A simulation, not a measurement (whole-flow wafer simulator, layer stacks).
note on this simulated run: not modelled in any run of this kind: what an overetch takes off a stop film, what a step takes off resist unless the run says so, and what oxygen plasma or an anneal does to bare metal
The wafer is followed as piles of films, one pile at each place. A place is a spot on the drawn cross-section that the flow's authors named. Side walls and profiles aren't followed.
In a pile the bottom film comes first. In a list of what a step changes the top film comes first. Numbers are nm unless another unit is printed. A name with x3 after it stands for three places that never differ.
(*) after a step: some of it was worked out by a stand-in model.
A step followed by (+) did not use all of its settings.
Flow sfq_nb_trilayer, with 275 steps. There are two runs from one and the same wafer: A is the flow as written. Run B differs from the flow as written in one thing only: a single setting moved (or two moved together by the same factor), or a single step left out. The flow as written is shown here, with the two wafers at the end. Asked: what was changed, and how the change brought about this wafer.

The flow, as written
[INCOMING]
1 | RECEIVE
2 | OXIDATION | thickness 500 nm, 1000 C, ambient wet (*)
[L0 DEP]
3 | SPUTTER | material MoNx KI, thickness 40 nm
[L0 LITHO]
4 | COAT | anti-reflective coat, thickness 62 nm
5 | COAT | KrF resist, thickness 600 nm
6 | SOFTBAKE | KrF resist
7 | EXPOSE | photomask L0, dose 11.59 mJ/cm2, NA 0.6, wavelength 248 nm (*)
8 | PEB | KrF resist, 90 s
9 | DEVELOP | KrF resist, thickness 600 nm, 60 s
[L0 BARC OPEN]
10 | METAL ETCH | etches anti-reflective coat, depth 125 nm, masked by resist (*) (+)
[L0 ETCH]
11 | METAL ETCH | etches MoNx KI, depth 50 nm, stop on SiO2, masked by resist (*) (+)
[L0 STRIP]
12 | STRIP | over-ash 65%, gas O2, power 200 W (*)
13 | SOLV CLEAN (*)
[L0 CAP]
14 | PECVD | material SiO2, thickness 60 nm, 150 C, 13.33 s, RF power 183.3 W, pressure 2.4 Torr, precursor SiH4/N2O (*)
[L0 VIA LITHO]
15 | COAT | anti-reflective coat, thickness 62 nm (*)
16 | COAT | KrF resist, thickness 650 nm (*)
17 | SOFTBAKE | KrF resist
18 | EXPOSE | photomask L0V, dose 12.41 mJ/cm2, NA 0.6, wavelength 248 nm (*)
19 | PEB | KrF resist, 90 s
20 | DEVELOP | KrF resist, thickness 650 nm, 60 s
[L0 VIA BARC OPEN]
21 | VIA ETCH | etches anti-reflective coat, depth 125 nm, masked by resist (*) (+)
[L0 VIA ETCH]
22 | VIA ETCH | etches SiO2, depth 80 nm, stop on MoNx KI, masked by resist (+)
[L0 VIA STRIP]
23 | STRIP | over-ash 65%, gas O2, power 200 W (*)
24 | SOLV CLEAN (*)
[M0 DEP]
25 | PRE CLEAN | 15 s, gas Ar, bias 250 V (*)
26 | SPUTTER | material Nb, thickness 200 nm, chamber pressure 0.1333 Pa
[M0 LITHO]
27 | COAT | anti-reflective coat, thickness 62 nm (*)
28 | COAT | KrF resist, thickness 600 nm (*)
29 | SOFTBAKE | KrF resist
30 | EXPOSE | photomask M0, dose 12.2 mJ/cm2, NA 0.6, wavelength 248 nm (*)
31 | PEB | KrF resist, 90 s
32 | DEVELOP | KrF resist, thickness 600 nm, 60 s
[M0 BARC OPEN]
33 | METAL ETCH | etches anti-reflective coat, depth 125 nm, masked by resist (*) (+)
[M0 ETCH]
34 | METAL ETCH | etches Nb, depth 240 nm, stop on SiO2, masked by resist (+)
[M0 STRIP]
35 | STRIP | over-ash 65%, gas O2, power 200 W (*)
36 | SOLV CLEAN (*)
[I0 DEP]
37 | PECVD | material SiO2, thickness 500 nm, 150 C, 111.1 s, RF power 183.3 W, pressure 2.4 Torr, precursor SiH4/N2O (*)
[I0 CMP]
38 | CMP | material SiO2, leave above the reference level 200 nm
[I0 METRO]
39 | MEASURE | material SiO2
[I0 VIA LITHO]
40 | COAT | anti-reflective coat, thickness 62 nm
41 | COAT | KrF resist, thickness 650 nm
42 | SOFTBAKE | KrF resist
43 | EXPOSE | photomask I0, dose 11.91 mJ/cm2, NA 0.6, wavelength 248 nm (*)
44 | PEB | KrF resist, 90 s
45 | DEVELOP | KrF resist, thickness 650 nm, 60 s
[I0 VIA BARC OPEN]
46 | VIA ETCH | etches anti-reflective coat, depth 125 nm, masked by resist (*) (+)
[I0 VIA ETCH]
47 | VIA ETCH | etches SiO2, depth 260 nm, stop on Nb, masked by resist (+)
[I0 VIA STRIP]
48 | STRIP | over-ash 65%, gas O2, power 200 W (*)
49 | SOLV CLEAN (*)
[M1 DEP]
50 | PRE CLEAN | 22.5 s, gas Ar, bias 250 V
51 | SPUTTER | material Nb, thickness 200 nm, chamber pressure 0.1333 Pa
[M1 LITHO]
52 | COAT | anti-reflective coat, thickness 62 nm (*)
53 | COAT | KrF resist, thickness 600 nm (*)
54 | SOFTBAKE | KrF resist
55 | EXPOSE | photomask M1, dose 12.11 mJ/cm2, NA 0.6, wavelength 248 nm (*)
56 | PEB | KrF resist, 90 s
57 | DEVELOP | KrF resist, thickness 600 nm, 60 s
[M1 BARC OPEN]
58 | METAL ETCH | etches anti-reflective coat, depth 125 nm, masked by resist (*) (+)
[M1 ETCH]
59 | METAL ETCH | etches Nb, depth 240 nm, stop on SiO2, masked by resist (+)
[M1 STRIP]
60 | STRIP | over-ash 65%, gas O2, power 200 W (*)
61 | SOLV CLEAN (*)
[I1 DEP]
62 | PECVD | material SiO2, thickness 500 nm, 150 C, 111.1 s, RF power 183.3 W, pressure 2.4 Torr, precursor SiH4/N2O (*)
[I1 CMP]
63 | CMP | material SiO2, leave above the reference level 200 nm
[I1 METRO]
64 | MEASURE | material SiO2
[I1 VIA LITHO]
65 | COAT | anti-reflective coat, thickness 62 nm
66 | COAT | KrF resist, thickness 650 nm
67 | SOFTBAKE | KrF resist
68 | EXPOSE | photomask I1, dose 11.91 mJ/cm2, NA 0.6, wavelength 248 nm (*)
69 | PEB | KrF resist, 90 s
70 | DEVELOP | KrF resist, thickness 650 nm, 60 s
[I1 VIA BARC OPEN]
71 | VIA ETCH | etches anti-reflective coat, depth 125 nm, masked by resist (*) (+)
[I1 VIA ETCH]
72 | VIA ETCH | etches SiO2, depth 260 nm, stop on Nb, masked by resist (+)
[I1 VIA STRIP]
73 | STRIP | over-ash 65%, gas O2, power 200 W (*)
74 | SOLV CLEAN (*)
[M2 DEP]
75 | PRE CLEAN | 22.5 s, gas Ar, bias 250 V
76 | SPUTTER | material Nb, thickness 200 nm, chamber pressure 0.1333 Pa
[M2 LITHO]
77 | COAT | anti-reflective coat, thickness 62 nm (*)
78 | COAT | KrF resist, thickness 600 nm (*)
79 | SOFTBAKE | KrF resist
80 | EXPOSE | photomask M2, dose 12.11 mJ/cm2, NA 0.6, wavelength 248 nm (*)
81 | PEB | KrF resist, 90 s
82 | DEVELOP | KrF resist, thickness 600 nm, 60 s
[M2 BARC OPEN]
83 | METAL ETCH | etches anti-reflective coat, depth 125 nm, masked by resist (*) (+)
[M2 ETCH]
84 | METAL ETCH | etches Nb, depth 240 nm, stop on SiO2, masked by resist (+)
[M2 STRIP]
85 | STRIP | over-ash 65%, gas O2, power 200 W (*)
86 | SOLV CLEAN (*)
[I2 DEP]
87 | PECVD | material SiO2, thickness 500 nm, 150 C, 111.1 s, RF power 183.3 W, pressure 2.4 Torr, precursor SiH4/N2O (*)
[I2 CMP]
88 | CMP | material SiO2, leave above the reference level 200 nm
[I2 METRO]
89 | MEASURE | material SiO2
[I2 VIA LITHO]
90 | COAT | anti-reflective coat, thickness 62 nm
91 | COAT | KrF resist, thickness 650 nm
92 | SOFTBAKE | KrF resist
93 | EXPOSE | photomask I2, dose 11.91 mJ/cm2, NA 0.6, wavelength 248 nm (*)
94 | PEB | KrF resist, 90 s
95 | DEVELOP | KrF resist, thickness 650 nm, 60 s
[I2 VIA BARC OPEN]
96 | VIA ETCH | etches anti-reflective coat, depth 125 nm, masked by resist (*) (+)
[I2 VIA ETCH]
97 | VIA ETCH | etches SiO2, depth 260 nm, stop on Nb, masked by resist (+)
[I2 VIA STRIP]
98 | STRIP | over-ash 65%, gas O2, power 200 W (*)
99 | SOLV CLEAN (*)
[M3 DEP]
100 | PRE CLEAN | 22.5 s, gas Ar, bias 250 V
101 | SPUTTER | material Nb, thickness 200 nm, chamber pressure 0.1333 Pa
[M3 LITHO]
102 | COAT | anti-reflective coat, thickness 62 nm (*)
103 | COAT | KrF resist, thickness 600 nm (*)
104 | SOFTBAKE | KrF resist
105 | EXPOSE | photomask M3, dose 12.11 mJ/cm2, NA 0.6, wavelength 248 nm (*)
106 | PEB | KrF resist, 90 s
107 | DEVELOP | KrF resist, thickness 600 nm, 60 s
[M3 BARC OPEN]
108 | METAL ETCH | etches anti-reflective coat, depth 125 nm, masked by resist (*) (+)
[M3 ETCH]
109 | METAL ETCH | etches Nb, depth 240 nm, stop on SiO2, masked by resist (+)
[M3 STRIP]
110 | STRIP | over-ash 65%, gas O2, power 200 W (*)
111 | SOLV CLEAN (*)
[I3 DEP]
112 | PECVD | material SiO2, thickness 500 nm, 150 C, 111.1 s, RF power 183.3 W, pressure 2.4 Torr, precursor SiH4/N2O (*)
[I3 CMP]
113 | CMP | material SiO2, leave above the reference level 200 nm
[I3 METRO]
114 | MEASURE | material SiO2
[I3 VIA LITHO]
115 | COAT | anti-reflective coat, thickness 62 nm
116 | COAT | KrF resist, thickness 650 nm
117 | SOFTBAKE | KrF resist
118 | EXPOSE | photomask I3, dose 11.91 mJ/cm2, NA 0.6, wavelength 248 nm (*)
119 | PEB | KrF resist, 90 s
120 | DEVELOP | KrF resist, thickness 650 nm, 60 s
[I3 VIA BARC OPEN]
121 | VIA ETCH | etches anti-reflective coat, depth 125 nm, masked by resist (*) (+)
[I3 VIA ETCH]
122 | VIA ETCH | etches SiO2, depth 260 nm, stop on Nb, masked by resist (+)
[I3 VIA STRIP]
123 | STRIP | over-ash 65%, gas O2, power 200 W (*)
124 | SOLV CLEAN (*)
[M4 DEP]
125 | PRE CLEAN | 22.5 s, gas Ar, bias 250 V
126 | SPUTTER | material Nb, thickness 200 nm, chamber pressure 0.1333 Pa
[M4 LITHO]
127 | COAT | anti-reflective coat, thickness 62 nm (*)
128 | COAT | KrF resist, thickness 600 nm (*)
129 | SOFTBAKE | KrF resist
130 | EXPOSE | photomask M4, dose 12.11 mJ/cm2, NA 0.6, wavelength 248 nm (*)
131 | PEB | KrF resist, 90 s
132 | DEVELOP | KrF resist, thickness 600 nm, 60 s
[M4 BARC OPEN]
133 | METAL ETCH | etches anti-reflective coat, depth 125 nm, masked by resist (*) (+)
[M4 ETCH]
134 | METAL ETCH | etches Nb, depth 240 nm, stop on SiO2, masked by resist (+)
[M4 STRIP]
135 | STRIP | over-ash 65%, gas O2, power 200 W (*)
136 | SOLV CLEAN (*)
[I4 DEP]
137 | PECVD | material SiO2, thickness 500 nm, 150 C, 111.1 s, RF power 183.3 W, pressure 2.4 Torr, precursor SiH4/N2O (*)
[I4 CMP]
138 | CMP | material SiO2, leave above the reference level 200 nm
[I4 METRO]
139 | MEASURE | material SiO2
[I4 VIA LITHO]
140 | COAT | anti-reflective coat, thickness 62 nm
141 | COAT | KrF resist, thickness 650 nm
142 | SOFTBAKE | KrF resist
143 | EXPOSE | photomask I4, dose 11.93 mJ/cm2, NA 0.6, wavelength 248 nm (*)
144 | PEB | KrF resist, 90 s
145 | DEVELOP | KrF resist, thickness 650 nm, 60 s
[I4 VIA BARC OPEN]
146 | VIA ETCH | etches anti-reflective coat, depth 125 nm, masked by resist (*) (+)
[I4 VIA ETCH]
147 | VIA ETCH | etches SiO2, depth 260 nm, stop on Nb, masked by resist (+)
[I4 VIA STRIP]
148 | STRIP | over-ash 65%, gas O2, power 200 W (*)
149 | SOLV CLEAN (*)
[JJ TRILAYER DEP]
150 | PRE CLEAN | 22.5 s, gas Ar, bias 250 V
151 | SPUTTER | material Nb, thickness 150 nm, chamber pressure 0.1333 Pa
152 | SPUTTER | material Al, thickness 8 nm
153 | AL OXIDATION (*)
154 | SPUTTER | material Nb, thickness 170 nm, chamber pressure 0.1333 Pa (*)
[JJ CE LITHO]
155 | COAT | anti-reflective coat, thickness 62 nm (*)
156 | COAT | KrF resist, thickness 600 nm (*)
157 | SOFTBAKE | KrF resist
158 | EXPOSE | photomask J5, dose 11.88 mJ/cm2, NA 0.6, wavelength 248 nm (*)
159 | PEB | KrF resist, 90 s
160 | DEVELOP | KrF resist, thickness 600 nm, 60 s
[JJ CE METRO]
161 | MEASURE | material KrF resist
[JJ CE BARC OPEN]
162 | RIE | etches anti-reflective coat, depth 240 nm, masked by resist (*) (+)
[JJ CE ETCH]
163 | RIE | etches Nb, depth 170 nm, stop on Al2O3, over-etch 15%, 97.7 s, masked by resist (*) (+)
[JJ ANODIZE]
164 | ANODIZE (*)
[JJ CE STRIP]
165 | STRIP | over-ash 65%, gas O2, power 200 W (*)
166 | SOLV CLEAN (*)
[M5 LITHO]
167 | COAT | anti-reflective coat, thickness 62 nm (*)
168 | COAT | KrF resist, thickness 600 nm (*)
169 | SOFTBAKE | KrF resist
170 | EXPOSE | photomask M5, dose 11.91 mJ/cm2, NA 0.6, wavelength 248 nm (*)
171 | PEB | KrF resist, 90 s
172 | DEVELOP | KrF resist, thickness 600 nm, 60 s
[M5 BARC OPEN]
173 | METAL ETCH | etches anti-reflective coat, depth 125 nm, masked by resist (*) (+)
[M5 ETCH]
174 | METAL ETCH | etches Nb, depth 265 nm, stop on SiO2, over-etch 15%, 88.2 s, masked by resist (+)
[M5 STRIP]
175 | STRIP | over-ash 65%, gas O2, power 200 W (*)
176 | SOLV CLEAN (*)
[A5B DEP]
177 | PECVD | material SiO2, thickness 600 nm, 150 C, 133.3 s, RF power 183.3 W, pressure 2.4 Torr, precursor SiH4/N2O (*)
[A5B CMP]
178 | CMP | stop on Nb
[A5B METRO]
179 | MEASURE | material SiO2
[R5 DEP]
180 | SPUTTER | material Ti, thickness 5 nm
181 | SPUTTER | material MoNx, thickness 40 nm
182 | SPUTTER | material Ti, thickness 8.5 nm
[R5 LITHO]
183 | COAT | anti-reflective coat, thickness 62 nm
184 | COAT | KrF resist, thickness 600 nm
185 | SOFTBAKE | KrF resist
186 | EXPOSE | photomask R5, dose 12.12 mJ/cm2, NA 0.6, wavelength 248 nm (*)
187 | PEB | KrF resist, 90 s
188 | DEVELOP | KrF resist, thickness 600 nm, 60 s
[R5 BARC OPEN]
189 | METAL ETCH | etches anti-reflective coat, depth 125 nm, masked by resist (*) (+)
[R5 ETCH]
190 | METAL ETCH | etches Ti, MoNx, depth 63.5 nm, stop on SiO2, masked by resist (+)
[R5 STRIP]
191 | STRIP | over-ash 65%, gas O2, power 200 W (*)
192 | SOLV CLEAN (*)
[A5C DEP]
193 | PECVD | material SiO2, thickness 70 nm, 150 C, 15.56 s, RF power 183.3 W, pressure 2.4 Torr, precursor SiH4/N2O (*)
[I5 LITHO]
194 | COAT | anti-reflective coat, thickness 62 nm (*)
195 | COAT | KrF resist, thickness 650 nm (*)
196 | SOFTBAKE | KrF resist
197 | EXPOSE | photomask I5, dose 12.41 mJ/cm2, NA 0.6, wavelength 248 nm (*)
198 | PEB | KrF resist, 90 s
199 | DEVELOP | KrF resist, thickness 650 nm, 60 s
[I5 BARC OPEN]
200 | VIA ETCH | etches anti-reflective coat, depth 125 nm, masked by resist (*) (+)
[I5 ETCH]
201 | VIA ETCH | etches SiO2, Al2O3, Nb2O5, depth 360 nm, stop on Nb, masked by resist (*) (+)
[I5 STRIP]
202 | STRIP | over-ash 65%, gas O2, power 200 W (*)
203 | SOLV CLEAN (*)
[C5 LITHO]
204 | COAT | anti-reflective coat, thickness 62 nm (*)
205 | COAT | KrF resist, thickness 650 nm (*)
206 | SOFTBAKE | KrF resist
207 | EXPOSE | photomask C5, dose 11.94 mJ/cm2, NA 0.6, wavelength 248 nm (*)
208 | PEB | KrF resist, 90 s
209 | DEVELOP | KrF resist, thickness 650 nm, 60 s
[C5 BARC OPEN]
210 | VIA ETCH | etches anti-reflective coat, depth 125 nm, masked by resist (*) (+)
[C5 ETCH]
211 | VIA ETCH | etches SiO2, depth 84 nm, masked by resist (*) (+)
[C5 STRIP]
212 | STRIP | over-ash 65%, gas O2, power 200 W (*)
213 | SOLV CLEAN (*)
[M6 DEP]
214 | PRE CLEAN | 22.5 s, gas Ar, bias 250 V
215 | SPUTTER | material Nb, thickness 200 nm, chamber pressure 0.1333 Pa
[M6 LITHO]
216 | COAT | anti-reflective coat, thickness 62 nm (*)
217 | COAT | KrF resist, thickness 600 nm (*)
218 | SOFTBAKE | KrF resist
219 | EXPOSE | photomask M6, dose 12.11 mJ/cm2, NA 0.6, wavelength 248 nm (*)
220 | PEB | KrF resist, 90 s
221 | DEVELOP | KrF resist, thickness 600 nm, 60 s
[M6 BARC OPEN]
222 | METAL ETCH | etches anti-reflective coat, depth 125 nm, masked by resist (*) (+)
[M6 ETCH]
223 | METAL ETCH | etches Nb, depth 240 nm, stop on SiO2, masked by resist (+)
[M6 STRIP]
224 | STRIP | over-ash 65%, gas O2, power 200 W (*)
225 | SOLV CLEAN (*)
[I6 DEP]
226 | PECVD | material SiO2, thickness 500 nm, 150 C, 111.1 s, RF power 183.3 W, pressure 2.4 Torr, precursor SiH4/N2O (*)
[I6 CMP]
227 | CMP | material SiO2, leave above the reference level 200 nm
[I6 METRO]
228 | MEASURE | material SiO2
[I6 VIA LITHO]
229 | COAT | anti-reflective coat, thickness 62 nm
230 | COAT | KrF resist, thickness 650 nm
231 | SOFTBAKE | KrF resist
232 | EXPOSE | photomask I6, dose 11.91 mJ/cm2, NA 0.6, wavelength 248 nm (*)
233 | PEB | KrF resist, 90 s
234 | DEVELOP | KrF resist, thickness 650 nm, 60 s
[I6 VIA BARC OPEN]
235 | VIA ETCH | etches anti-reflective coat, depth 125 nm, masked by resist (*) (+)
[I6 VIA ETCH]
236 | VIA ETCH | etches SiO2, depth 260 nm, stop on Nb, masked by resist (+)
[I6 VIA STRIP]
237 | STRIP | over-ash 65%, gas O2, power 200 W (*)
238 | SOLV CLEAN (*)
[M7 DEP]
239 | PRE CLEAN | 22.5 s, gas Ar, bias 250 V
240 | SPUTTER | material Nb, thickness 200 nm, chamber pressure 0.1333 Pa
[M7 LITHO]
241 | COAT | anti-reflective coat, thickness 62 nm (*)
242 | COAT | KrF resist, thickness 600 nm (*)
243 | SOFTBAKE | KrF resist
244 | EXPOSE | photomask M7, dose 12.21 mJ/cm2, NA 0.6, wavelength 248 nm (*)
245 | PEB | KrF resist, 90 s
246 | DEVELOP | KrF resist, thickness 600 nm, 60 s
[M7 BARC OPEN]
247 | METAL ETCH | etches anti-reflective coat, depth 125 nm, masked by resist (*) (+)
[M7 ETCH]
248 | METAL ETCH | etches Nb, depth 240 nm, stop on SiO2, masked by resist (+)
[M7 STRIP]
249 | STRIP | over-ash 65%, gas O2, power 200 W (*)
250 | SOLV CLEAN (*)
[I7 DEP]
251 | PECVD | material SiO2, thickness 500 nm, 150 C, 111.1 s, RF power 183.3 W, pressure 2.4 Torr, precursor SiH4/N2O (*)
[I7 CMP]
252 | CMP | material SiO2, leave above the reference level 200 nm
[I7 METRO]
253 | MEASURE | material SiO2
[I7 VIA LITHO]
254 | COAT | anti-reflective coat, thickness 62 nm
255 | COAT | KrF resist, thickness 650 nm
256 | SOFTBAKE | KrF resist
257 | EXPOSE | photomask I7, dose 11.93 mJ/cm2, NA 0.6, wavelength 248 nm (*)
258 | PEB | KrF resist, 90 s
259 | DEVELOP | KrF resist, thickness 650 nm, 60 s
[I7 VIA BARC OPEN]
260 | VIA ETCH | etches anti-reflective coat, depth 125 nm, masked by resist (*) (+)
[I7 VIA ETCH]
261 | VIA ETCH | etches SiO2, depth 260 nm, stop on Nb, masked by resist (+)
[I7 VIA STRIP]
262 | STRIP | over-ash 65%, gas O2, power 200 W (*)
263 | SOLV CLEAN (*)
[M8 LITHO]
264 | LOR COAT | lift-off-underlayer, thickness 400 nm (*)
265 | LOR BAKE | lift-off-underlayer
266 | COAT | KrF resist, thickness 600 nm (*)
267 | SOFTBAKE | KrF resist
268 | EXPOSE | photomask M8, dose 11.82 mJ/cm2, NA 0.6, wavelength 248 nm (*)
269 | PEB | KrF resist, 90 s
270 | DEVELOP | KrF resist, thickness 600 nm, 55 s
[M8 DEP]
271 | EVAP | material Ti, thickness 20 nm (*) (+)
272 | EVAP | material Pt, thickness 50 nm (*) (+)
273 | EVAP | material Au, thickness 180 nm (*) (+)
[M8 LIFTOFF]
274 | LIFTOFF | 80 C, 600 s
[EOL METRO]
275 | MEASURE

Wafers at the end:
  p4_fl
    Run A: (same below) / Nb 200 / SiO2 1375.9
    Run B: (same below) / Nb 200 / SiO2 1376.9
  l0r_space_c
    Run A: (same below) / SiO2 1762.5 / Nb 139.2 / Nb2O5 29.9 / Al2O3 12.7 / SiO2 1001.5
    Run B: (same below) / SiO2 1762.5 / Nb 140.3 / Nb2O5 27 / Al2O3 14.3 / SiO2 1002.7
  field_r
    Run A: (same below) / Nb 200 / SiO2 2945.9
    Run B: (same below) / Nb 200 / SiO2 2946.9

What caused this: step 152, SPUTTER: thickness 9 nm was run, while the flow as written has thickness 8 nm.

How this came from the change, step by step:
  152 | SPUTTER | material Al, thickness 8 nm
      field_l, v_sur, via_sp and 100 more: A +8 Al (new film) | B +9 Al (new film)
      via_wl, via_wr: A +5.14 Al (new film) | B +5.78 Al (new film)
      (and at 1 other place as well)
  164 | ANODIZE (*)
      field_l, v_sur, via_sp and 96 more: A +12.2 Al2O3, +29.9 Nb2O5 (new film), -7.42 Al (all of it), -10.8 Nb | B +13.9 Al2O3, +27 Nb2O5 (new film), -8.42 Al (all of it), -9.71 Nb
      via_wl, via_wr: A +7.52 Al2O3 (new film), +39.2 Nb2O5 (new film), -4.56 Al (all of it), -14.1 Nb | B +8.58 Al2O3 (new film), +37.3 Nb2O5 (new film), -5.2 Al (all of it), -13.4 Nb
      (and at 1 other place as well)
  167 | COAT | anti-reflective coat, thickness 62 nm (*)
      ce_l: A +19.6 anti-reflective coat (new film) | B +18.9 anti-reflective coat (new film)
      ce_r: A +19.7 anti-reflective coat (new film) | B +18.9 anti-reflective coat (new film)
  174 | METAL ETCH | etches Nb, depth 265 nm, stop on SiO2, over-etch 15%, 88.2 s, masked by resist (+)
      field_l, r_sur, res and 50 more: A -12.6 Al2O3 (all of it), -29.9 Nb2O5 (all of it), -139.2 Nb (all of it), -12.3 SiO2 | B -14.3 Al2O3 (all of it), -27 Nb2O5 (all of it), -140.3 Nb (all of it), -12.3 SiO2
  175 | STRIP | over-ash 65%, gas O2, power 200 W (*)
      ce_l: A -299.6 KrF resist (all of it), -19.6 anti-reflective coat (all of it) | B -299.4 KrF resist (all of it), -18.9 anti-reflective coat (all of it)
      ce_r: A -299.9 KrF resist (all of it), -19.7 anti-reflective coat (all of it) | B -299.6 KrF resist (all of it), -18.9 anti-reflective coat (all of it)
  201 | VIA ETCH | etches SiO2, Al2O3, Nb2O5, depth 360 nm, stop on Nb, masked by resist (*) (+)
      be: A -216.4 SiO2 (all of it), -12.7 Al2O3 (all of it), -29.9 Nb2O5 (all of it) | B -217.6 SiO2 (all of it), -14.3 Al2O3 (all of it), -27 Nb2O5 (all of it)
